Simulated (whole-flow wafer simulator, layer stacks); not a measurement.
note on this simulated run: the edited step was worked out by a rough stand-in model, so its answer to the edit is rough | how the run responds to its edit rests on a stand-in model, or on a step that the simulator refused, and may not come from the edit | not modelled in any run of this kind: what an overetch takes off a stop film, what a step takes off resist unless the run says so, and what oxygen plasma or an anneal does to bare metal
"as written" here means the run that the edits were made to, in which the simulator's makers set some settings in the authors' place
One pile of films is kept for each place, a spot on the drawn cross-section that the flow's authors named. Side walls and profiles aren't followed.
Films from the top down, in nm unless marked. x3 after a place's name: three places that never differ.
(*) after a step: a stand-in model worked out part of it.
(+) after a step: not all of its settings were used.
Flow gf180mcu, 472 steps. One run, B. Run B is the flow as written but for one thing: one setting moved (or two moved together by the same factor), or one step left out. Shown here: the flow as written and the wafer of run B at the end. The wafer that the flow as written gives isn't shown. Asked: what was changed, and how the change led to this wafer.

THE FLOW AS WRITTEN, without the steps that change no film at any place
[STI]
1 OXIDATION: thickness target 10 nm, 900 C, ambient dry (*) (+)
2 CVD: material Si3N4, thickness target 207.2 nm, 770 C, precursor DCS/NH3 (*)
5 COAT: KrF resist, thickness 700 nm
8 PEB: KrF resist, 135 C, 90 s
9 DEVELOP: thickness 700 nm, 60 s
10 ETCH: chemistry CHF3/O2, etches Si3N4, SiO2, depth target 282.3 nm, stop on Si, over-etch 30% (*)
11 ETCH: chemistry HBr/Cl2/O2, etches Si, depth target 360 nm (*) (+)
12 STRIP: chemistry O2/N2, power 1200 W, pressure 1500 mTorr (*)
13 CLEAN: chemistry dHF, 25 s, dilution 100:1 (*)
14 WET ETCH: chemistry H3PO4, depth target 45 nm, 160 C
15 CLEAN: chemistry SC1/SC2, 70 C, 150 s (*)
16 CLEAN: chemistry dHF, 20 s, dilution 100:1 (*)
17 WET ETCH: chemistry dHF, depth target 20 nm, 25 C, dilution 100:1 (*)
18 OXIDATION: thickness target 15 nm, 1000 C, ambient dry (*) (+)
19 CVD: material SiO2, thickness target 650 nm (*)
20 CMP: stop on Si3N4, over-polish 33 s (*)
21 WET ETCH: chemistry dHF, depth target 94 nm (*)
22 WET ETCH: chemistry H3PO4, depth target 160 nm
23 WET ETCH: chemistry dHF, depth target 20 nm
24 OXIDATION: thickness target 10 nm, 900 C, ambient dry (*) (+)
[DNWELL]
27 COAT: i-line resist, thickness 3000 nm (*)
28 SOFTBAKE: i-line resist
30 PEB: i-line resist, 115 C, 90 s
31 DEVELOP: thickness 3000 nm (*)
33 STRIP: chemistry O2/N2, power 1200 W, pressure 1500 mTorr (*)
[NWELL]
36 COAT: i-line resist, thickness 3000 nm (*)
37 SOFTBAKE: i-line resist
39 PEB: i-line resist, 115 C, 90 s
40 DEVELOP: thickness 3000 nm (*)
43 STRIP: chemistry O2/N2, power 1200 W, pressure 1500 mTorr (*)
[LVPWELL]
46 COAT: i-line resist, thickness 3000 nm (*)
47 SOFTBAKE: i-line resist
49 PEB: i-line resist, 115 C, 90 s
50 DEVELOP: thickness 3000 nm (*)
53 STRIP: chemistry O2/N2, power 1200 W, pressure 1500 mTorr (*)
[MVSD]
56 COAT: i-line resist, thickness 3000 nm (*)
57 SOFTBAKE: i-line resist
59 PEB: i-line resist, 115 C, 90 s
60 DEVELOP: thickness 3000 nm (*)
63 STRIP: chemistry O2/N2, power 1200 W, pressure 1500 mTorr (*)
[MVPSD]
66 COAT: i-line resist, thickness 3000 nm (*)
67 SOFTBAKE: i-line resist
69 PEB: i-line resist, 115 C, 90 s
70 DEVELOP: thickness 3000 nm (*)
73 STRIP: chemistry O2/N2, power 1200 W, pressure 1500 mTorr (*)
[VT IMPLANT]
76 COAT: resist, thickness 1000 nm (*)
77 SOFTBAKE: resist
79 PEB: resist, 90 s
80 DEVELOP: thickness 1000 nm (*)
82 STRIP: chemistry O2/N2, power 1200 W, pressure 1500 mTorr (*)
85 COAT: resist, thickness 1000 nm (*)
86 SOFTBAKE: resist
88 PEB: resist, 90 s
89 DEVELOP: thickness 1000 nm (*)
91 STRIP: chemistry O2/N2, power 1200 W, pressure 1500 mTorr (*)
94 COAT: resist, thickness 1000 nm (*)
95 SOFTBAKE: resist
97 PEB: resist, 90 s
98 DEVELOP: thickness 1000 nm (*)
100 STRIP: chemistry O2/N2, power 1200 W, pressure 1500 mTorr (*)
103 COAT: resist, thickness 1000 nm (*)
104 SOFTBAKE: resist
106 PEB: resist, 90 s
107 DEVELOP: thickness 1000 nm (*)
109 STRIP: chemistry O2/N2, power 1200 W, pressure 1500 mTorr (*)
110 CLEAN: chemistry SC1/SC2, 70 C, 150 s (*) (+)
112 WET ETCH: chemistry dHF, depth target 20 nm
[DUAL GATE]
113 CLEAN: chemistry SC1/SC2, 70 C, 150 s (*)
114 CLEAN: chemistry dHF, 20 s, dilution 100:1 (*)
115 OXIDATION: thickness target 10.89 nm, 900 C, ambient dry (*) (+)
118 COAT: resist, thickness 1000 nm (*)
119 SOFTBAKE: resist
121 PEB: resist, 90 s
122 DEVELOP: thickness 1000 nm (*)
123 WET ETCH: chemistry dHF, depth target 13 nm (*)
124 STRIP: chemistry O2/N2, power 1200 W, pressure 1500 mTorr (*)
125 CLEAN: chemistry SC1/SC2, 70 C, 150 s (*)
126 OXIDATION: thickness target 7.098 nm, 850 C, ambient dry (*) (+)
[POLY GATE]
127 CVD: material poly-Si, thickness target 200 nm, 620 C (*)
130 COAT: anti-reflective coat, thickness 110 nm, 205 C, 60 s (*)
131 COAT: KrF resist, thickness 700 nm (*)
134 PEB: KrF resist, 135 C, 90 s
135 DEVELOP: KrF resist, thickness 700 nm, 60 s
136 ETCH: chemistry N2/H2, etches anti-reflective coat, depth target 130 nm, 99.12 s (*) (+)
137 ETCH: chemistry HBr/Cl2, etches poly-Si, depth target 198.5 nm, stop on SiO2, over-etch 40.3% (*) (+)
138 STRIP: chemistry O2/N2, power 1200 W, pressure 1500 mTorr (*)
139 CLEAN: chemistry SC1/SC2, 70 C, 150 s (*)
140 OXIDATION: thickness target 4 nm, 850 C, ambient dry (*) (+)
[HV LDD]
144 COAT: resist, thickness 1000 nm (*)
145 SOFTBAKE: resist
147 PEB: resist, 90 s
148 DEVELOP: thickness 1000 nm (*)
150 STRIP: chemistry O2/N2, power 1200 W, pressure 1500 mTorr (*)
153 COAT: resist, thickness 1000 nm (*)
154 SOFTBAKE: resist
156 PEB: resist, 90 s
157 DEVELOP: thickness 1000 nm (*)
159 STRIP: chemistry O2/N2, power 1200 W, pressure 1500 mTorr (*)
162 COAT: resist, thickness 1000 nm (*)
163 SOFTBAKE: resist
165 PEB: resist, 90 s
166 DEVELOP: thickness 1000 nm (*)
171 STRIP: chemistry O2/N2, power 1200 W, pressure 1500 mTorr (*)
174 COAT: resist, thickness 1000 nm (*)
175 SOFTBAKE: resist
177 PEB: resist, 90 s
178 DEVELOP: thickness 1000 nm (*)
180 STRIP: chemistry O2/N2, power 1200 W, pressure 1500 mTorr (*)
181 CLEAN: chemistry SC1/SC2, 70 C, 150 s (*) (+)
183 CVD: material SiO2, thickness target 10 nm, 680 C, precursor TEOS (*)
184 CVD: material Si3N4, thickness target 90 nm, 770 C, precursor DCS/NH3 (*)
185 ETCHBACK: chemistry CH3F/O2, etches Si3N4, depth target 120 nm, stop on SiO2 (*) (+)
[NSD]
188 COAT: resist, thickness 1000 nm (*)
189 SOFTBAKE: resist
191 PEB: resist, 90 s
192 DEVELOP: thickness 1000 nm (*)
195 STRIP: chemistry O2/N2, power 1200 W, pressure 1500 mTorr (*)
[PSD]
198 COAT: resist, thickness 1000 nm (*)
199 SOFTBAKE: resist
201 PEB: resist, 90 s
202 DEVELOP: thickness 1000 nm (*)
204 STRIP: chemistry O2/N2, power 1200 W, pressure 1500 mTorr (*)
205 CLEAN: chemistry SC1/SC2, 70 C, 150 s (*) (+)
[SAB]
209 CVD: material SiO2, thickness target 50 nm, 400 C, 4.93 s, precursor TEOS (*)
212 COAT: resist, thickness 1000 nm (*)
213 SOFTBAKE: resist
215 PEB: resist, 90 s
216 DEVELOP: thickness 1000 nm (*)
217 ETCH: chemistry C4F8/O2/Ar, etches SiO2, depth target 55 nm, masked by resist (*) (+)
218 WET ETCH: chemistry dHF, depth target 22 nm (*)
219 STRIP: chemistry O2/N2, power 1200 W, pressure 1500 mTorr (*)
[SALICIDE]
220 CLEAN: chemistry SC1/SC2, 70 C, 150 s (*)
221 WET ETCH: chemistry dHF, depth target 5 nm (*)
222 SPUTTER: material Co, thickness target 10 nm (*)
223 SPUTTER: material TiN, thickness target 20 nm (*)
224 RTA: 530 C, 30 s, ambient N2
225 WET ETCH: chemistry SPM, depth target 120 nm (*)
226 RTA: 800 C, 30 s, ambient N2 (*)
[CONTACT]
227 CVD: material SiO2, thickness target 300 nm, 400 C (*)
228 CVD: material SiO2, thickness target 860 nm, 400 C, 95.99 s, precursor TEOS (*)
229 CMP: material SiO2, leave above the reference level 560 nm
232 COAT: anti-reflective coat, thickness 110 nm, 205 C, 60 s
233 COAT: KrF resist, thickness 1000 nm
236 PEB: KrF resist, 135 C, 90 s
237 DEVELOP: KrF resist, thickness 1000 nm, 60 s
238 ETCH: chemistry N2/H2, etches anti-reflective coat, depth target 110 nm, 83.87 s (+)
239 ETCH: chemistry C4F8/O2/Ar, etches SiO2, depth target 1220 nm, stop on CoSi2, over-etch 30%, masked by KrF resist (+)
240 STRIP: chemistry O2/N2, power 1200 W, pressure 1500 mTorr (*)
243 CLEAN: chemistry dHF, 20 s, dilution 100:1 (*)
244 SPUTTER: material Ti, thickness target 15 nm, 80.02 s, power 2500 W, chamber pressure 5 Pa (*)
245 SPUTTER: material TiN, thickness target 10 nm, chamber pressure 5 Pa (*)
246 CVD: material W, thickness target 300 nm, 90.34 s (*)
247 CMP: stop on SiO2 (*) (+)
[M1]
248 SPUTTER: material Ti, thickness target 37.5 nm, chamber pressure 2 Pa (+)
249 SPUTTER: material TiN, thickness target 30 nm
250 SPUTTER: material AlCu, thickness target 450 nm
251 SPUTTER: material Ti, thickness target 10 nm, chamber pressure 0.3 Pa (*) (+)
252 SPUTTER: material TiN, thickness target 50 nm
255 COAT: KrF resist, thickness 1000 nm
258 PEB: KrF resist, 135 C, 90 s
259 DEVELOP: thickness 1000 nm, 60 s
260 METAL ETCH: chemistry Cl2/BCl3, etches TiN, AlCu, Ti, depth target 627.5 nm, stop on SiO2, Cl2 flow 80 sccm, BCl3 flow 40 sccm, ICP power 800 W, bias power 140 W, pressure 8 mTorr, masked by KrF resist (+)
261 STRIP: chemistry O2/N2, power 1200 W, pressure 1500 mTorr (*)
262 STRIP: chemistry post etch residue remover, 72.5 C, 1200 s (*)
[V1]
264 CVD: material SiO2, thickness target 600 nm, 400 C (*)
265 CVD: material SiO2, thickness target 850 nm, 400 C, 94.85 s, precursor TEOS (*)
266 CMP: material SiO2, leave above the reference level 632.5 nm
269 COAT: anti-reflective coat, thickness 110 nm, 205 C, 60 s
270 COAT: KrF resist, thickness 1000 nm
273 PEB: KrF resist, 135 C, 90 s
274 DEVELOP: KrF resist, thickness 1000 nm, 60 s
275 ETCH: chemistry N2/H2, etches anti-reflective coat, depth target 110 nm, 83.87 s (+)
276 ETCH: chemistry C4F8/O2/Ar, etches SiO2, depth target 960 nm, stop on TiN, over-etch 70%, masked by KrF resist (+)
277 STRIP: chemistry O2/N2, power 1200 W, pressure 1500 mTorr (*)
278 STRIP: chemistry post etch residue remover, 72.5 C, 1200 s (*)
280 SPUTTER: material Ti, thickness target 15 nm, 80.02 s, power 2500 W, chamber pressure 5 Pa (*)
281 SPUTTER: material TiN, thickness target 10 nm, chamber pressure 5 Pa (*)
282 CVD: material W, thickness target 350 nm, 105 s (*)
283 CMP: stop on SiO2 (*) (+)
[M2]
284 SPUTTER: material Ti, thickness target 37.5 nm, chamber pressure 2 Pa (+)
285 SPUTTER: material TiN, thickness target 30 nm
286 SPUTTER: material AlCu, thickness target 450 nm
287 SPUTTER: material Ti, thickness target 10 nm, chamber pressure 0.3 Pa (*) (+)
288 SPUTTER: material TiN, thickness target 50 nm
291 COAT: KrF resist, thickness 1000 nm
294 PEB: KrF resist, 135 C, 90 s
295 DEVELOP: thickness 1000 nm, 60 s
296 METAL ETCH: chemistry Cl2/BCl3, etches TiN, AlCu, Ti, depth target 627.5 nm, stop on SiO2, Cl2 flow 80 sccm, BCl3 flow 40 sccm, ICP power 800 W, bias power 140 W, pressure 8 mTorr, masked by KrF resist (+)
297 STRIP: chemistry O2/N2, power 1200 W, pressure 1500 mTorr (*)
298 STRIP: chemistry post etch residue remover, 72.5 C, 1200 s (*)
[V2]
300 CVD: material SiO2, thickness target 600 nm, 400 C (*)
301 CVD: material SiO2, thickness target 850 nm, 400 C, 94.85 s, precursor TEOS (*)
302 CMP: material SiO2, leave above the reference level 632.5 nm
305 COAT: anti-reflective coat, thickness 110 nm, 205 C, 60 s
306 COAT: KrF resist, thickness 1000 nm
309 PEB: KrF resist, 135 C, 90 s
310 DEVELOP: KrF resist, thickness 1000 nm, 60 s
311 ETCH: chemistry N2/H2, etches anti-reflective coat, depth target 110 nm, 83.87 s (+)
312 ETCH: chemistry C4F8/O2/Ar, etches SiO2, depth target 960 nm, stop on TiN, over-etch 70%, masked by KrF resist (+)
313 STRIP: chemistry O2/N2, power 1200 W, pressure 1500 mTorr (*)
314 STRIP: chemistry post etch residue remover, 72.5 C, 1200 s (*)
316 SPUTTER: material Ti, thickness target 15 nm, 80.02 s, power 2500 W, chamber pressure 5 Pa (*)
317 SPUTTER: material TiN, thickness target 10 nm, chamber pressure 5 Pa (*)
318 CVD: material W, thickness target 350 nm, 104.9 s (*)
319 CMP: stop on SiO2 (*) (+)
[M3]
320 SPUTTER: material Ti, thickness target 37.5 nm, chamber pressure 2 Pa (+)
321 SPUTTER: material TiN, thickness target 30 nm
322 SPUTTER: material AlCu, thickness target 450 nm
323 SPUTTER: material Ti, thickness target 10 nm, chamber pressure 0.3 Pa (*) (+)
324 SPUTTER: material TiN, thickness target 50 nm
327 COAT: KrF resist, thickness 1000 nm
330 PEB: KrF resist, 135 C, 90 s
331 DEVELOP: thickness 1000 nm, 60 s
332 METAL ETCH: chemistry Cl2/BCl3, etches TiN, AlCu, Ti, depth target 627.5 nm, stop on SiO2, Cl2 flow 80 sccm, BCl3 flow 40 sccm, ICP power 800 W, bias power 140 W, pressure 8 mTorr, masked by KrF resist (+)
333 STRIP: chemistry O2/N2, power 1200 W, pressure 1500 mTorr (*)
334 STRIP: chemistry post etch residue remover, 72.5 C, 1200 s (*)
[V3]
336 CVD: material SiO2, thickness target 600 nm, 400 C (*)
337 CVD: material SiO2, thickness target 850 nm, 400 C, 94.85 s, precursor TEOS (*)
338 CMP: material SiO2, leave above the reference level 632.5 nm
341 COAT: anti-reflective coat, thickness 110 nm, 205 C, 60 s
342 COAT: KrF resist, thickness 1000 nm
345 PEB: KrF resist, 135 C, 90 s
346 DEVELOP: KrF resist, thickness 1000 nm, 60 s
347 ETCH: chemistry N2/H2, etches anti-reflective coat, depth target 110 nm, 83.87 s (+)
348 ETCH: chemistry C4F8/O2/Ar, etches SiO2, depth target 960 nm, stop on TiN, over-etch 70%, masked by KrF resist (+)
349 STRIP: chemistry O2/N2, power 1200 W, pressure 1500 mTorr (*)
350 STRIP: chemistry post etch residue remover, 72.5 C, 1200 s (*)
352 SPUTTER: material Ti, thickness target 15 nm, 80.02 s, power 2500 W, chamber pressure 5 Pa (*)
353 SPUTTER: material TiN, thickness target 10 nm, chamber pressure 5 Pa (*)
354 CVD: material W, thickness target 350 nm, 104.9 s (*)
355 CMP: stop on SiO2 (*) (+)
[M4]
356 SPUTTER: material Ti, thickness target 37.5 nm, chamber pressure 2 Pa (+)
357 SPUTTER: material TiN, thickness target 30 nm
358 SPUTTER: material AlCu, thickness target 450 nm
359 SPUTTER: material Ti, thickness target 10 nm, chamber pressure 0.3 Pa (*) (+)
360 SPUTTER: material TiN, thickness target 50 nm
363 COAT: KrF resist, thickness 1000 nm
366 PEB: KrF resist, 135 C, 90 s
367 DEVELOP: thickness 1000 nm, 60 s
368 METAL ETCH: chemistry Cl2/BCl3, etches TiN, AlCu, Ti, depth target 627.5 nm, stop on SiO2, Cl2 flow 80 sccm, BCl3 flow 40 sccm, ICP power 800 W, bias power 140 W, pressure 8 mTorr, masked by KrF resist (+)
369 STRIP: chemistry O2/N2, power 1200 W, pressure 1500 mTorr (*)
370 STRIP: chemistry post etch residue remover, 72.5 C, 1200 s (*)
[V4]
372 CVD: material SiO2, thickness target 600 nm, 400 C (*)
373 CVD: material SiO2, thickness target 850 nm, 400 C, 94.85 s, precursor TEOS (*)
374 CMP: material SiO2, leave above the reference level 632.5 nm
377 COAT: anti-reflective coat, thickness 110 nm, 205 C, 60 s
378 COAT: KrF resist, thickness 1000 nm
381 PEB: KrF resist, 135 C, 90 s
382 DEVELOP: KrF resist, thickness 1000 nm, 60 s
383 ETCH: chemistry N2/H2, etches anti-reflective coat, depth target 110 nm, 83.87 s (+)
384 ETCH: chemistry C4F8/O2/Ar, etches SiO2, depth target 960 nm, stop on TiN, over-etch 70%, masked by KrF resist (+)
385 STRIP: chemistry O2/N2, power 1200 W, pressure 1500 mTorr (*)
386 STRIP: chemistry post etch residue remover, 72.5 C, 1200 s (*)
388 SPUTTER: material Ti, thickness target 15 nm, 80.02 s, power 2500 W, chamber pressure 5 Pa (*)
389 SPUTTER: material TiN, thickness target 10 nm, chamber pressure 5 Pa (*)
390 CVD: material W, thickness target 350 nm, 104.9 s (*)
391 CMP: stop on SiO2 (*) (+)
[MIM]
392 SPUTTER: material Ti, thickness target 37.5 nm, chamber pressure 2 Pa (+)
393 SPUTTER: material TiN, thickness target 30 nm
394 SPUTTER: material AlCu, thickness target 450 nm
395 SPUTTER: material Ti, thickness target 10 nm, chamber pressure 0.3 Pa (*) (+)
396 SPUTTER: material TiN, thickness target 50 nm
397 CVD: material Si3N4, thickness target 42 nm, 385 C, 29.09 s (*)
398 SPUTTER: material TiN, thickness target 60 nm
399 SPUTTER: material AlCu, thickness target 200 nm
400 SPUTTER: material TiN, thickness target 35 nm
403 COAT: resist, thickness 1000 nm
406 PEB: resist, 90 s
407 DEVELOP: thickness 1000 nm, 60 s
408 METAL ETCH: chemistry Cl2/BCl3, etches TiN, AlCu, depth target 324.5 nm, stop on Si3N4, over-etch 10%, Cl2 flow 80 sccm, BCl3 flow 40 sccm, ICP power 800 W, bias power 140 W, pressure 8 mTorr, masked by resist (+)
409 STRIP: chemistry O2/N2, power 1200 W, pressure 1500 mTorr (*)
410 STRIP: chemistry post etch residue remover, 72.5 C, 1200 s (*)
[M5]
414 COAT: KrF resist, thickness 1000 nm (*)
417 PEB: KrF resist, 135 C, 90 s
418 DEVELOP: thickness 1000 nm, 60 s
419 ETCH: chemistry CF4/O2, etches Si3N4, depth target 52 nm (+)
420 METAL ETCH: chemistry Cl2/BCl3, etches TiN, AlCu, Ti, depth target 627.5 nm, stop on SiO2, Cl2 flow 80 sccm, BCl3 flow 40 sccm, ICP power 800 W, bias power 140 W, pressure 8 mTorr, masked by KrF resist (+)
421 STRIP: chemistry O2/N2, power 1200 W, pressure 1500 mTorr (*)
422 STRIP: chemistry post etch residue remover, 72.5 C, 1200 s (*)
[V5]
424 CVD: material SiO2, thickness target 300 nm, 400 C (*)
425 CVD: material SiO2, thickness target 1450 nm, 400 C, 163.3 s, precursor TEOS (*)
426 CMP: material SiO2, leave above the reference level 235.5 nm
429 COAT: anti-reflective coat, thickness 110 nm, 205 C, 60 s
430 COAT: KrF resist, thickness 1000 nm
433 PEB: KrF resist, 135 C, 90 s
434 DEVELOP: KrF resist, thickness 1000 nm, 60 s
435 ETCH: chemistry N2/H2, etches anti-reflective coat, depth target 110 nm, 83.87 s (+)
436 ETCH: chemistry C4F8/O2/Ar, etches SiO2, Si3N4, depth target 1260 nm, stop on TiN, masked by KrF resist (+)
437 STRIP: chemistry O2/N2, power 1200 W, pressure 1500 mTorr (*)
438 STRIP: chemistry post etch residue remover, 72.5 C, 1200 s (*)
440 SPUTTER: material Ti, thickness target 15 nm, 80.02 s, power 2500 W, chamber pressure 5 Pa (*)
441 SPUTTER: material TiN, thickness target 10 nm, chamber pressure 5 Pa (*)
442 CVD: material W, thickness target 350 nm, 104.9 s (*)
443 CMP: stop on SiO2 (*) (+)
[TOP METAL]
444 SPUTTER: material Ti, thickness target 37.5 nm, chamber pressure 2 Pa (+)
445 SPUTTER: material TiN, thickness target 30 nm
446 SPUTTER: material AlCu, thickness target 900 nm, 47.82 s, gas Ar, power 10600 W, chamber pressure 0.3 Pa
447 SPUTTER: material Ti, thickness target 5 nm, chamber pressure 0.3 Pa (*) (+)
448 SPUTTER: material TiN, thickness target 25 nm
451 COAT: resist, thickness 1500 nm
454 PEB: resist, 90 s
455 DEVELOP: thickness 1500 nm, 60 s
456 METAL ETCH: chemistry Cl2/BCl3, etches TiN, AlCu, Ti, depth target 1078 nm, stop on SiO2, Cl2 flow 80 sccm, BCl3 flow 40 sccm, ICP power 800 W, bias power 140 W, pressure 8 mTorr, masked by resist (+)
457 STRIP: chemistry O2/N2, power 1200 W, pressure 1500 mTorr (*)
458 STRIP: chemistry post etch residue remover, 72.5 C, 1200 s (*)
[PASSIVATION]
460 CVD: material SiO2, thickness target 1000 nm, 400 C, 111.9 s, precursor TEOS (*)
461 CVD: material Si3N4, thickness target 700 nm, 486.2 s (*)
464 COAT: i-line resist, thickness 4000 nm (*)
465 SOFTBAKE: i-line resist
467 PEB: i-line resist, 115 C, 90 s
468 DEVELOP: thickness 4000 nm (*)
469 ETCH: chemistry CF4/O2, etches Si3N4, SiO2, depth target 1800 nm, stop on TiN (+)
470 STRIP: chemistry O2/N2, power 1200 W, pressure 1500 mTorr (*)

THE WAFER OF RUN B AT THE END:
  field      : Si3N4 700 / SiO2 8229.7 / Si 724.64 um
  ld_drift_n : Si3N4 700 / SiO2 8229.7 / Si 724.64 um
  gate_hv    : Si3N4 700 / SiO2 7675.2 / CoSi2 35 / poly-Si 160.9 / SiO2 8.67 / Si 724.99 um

The cause: step 115, OXIDATION: thickness target 4.355 nm was run, where the flow has thickness target 10.89 nm.

How the change led to this, step by step:
  115 OXIDATION: thickness target 10.89 nm, 900 C, ambient dry (*) (+)
      active, n_well, p_well and 40 more: SiO2 +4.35 (new film), Si -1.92 (as written it would be: SiO2 +10.9 (new film), Si -4.79)
      sti, mim_1p0, pad and 23 more: SiO2 +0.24, Si -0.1 (as written it would be: SiO2 +1.22, Si -0.54)
      (and at 23 more places)
  123 WET ETCH: chemistry dHF, depth target 13 nm (*)
      active, n_well, p_well and 12 more: SiO2 -4.35 (all of it) (as written it would be: SiO2 -10.9 (all of it))
  126 OXIDATION: thickness target 7.098 nm, 850 C, ambient dry (*) (+)
      gate_hv, active_hv, active_nat and 25 more: SiO2 +4.65, Si -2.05 (as written it would be: SiO2 +3.72, Si -1.64)
  130 COAT: anti-reflective coat, thickness 110 nm, 205 C, 60 s (*)
      p_well, spacer, sd_n: anti-reflective coat +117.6 (new film) (as written it would be: anti-reflective coat +121 (new film))
      active: anti-reflective coat +114.4 (new film) (as written it would be: anti-reflective coat +117.2 (new film))
      (and at 7 more places)
  136 ETCH: chemistry N2/H2, etches anti-reflective coat, depth target 130 nm, 99.12 s (*) (+)
      p_well, spacer, sd_n: anti-reflective coat -117.6 (all of it), poly-Si -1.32 (as written it would be: anti-reflective coat -121 (all of it), poly-Si -1.23)
      active: anti-reflective coat -114.4 (all of it), poly-Si -1.4 (as written it would be: anti-reflective coat -117.2 (all of it), poly-Si -1.33)
      (and at 5 more places)
  138 STRIP: chemistry O2/N2, power 1200 W, pressure 1500 mTorr (*)
      gate: chemical SiO2 +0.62 (new film), KrF resist -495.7 (all of it), anti-reflective coat -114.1 (all of it), poly-Si -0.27 (as written it would be: chemical SiO2 +0.62 (new film), KrF resist -496.5 (all of it), anti-reflective coat -117 (all of it), poly-Si -0.27)
      gate_p: chemical SiO2 +0.62 (new film), KrF resist -495.3 (all of it), anti-reflective coat -114.5 (all of it), poly-Si -0.27 (as written it would be: chemical SiO2 +0.62 (new film), KrF resist -496.2 (all of it), anti-reflective coat -117 (all of it), poly-Si -0.27)
  145 SOFTBAKE: resist
      active_nat: resist +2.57 (as written it would be: resist +1.52)
  154 SOFTBAKE: resist
      active_nat: resist +2.57 (as written it would be: resist +1.52)
  163 SOFTBAKE: resist
      active_nat: resist +2.57 (as written it would be: resist +1.52)
  175 SOFTBAKE: resist
      active_nat: resist +2.57 (as written it would be: resist +1.52)
  189 SOFTBAKE: resist
      active_hv: resist +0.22 (as written it would be: resist +0.78)
  199 SOFTBAKE: resist
      active_hv: resist +0.22 (as written it would be: resist +0.78)
  218 WET ETCH: chemistry dHF, depth target 22 nm (*)
      ldn_tap, ldn_src, ldn_drn, ldp_tap, ldp_src, ldp_drn, ldp_gr: SiO2 -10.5 (all of it) (as written it would be: SiO2 -16 (all of it))
      ld_drn_n, ld_sd_p: SiO2 -9.36 (all of it) (as written it would be: SiO2 -14.8 (all of it))
      (and at 5 more places)
  223 SPUTTER: material TiN, thickness target 20 nm (*)
      field__w12: TiN +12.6 (new film) (as written it would be: TiN +12 (new film))
  225 WET ETCH: chemistry SPM, depth target 120 nm (*)
      field__w12: TiN -12.6 (all of it), Co -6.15 (all of it) (as written it would be: TiN -12 (all of it), Co -6.15 (all of it))
